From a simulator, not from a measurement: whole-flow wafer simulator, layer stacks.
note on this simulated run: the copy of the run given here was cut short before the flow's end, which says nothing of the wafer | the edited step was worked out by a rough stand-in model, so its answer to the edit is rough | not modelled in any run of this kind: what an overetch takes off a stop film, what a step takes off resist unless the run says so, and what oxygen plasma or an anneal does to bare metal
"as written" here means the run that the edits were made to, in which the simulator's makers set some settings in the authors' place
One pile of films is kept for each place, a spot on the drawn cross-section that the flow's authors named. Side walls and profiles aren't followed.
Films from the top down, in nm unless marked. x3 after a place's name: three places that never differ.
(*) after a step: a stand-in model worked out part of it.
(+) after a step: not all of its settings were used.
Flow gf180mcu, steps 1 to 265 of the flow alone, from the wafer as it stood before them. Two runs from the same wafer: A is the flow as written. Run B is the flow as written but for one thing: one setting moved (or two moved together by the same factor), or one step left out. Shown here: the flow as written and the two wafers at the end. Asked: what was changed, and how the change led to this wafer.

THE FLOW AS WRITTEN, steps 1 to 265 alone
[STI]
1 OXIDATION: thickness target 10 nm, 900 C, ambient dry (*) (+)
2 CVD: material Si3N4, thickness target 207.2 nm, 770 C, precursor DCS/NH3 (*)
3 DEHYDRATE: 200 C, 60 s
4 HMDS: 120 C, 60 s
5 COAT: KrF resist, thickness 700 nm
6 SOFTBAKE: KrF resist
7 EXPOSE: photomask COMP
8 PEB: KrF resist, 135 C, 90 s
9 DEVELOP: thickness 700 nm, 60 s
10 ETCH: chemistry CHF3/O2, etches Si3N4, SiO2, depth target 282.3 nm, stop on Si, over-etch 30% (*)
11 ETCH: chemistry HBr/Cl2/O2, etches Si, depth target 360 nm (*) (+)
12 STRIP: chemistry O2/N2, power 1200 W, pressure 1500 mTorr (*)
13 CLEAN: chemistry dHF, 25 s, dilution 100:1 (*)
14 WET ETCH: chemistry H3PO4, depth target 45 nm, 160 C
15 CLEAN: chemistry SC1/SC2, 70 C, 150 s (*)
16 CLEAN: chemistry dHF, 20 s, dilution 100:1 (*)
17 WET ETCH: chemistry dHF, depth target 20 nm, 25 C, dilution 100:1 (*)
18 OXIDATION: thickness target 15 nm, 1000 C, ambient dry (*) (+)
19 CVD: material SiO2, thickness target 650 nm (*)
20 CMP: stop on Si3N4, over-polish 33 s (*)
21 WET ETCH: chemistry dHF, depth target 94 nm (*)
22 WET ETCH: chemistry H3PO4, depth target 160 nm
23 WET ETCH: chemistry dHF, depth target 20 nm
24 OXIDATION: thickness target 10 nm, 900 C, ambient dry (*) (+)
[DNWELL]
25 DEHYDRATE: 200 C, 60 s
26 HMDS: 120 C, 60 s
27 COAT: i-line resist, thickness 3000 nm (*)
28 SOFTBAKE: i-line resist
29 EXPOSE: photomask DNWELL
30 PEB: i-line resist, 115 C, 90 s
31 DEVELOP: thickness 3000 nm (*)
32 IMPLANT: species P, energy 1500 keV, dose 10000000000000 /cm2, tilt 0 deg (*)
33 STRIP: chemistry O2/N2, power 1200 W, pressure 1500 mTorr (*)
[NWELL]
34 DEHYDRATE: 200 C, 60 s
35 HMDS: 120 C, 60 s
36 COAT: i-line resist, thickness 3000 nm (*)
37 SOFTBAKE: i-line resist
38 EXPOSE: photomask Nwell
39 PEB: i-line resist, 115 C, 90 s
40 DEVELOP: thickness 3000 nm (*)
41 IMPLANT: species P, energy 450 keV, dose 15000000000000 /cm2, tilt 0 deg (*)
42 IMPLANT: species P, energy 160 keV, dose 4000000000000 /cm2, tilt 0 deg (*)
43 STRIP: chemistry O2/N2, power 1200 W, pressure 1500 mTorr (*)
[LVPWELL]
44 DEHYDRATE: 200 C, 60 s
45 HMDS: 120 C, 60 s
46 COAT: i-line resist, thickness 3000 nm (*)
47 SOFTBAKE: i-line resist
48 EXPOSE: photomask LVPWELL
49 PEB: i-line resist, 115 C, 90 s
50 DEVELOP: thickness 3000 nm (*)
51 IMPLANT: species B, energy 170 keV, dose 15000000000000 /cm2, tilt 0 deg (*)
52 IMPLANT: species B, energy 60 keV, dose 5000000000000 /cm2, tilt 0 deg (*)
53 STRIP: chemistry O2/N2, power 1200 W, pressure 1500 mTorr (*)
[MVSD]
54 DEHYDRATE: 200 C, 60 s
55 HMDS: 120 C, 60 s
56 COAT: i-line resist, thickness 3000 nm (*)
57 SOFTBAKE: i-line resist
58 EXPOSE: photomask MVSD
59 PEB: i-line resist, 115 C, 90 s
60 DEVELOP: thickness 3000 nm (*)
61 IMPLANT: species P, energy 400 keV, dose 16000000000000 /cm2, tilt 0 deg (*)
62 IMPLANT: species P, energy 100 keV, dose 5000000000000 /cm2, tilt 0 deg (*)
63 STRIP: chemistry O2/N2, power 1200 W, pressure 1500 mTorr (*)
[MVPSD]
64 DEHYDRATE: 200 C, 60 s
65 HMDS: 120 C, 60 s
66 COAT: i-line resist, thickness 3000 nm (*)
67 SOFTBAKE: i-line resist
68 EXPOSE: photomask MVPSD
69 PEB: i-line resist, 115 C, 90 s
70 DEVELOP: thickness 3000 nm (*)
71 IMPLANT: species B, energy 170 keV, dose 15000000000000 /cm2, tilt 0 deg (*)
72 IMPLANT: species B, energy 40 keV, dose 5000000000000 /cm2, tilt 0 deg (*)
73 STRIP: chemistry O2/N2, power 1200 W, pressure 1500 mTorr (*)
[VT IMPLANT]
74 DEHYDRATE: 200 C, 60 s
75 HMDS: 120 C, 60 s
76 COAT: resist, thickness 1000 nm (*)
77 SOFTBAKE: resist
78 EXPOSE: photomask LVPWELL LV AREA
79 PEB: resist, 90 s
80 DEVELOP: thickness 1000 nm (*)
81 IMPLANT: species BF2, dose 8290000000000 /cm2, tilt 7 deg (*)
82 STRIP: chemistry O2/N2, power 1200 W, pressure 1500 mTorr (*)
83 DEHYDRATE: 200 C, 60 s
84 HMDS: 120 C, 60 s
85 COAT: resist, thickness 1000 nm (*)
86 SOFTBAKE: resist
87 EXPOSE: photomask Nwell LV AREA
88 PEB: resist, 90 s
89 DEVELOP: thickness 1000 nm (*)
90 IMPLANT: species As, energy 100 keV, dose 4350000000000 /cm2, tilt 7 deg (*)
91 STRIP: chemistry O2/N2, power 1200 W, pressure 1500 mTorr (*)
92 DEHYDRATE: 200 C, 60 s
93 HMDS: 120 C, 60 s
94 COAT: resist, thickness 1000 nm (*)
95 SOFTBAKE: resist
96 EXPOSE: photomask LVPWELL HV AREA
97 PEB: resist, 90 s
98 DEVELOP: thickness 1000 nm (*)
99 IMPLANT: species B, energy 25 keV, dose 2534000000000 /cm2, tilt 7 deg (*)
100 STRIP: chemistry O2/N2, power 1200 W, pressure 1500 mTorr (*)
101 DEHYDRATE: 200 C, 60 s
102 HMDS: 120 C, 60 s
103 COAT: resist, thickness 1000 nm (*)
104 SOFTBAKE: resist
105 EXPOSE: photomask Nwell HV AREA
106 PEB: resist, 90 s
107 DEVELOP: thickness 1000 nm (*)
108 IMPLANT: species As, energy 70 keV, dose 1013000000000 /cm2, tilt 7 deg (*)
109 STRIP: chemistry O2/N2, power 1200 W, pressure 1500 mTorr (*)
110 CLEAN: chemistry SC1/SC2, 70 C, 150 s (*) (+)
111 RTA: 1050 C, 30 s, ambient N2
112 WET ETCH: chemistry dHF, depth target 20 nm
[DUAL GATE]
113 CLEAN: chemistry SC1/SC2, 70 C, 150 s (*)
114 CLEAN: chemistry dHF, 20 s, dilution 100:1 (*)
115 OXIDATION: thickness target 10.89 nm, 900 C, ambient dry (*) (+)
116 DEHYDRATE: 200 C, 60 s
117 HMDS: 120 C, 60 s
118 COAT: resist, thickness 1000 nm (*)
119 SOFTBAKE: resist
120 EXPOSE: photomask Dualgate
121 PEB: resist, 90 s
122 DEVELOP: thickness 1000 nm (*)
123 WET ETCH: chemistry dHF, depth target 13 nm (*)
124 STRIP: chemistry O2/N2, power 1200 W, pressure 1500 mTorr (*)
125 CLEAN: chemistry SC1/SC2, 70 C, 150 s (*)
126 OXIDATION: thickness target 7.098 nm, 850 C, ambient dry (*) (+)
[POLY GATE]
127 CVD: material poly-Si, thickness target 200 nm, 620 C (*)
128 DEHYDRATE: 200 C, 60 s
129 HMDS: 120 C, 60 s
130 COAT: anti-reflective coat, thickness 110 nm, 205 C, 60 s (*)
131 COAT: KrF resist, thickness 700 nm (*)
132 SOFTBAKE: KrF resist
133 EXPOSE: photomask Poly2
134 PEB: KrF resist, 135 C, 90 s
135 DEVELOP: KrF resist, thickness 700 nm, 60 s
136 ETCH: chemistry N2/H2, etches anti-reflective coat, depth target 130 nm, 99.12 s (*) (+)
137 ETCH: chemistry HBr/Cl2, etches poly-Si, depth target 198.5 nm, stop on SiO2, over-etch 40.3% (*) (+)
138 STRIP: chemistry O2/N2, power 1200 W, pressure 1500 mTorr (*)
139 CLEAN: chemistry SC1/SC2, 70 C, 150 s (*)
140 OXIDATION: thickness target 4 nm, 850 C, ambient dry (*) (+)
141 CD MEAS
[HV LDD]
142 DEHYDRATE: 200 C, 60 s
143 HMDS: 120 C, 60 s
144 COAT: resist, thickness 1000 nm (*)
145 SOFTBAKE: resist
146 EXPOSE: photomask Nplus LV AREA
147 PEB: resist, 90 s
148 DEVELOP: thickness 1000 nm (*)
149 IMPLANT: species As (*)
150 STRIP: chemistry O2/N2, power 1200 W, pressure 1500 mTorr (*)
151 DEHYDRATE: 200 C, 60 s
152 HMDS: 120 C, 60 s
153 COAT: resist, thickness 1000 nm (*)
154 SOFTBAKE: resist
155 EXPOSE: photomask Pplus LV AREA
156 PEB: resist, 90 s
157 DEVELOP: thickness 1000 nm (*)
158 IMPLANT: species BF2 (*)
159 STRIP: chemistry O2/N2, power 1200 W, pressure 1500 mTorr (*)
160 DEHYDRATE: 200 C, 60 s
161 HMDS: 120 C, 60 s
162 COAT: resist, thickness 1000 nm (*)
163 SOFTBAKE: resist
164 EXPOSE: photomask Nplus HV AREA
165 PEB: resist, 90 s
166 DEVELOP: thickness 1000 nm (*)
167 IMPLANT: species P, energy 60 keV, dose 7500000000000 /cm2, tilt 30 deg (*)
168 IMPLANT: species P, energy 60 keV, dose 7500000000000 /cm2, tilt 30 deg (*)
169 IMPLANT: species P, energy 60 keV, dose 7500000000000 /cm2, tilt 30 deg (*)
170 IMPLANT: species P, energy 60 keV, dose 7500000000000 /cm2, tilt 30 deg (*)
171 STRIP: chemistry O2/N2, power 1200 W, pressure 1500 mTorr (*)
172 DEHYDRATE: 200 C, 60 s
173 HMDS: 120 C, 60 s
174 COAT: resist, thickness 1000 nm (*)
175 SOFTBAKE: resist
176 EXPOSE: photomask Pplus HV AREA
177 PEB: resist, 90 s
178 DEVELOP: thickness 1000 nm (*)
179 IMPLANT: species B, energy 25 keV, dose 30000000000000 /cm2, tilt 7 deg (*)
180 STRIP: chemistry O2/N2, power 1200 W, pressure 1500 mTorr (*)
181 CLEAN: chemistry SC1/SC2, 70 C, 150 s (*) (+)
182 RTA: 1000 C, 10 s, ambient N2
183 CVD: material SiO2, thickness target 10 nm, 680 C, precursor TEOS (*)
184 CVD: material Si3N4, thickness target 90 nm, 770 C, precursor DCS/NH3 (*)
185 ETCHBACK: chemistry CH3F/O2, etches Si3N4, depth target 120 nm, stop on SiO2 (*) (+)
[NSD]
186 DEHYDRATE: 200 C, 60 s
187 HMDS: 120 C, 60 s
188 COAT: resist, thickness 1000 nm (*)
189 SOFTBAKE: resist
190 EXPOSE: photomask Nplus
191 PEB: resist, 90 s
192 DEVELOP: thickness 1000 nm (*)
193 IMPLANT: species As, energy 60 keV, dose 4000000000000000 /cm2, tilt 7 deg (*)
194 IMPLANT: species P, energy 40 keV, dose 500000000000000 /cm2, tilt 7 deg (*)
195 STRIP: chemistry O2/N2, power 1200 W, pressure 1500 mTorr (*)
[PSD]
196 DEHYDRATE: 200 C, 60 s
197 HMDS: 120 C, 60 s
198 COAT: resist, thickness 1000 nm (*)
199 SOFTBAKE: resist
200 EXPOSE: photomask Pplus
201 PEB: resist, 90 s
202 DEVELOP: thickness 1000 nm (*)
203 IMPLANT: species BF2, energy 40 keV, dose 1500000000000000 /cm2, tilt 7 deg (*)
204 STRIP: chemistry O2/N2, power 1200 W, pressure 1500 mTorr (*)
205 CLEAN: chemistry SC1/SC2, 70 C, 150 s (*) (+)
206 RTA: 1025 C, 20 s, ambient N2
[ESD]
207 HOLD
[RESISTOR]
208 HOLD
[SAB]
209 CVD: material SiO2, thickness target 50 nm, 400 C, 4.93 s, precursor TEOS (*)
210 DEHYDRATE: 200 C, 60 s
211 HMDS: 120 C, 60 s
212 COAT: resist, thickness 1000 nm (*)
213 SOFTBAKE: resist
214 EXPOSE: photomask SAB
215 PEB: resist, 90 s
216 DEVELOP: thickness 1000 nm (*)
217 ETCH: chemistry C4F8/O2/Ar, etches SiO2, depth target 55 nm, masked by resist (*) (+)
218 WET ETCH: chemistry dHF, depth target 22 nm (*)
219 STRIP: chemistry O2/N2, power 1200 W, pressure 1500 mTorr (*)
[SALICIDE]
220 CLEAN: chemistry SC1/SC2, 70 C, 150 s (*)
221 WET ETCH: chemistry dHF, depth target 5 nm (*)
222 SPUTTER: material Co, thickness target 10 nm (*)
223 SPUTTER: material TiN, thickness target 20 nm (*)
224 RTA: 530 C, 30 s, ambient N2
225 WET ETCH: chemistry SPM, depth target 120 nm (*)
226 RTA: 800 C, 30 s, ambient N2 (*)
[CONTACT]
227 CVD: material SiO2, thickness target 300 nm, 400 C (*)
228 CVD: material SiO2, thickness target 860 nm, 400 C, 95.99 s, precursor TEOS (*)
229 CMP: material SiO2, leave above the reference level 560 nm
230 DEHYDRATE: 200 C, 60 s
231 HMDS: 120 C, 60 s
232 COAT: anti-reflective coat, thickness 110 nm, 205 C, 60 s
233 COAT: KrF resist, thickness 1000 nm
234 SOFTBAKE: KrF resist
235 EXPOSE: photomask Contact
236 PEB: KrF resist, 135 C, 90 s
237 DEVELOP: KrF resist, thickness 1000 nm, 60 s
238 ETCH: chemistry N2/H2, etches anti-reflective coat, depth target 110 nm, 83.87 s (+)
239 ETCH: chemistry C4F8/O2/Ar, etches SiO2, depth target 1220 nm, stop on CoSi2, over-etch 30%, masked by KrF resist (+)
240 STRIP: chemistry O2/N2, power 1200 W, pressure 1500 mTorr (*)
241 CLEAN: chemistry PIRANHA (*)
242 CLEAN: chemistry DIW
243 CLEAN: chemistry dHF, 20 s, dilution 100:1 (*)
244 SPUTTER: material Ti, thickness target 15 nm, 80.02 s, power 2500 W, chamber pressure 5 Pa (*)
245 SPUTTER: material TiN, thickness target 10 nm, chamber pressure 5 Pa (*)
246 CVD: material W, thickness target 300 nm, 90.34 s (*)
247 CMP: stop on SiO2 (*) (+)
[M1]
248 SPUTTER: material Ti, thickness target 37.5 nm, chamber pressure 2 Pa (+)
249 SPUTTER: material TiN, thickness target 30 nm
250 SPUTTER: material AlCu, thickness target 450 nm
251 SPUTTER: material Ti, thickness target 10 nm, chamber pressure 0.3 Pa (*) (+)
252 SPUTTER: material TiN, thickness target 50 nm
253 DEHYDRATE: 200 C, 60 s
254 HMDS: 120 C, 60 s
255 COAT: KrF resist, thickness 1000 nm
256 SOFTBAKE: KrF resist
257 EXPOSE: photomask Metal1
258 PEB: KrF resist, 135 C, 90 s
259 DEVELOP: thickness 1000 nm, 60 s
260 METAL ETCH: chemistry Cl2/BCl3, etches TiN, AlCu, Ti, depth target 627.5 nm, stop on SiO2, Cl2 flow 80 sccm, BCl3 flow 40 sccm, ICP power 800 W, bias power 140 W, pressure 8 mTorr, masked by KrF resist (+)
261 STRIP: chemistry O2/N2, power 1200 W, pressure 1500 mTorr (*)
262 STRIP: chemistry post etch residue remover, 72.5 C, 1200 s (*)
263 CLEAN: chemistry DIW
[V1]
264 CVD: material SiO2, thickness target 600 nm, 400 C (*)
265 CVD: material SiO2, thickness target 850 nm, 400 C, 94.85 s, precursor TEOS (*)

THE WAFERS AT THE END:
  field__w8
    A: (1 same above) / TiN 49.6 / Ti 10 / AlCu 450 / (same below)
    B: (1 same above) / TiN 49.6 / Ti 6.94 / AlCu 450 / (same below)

The cause: step 251, SPUTTER: thickness target 6.94 nm was run, where the flow has thickness target 10 nm.
It can be read off the wafer: field__w8 has Ti 6.94, and step 251 as written asks for 10 nm.

How the change led to this, step by step:
  251 SPUTTER: material Ti, thickness target 10 nm, chamber pressure 0.3 Pa (*) (+)
      field, field__w1, field__w2 and 108 more: A Ti +10 (new film) | B Ti +6.94 (new film)
  260 METAL ETCH: chemistry Cl2/BCl3, etches TiN, AlCu, Ti, depth target 627.5 nm, stop on SiO2, Cl2 flow 80 sccm, BCl3 flow 40 sccm, ICP power 800 W, bias power 140 W, pressure 8 mTorr, masked by KrF resist (+)
      field, field__w1, field__w2 and 99 more: A TiN -50 (all of it), Ti -10 (all of it), AlCu -450 (all of it), TiN -30 (all of it), Ti -37.5 (all of it) | B TiN -50 (all of it), Ti -6.94 (all of it), AlCu -450 (all of it), TiN -30 (all of it), Ti -37.5 (all of it)
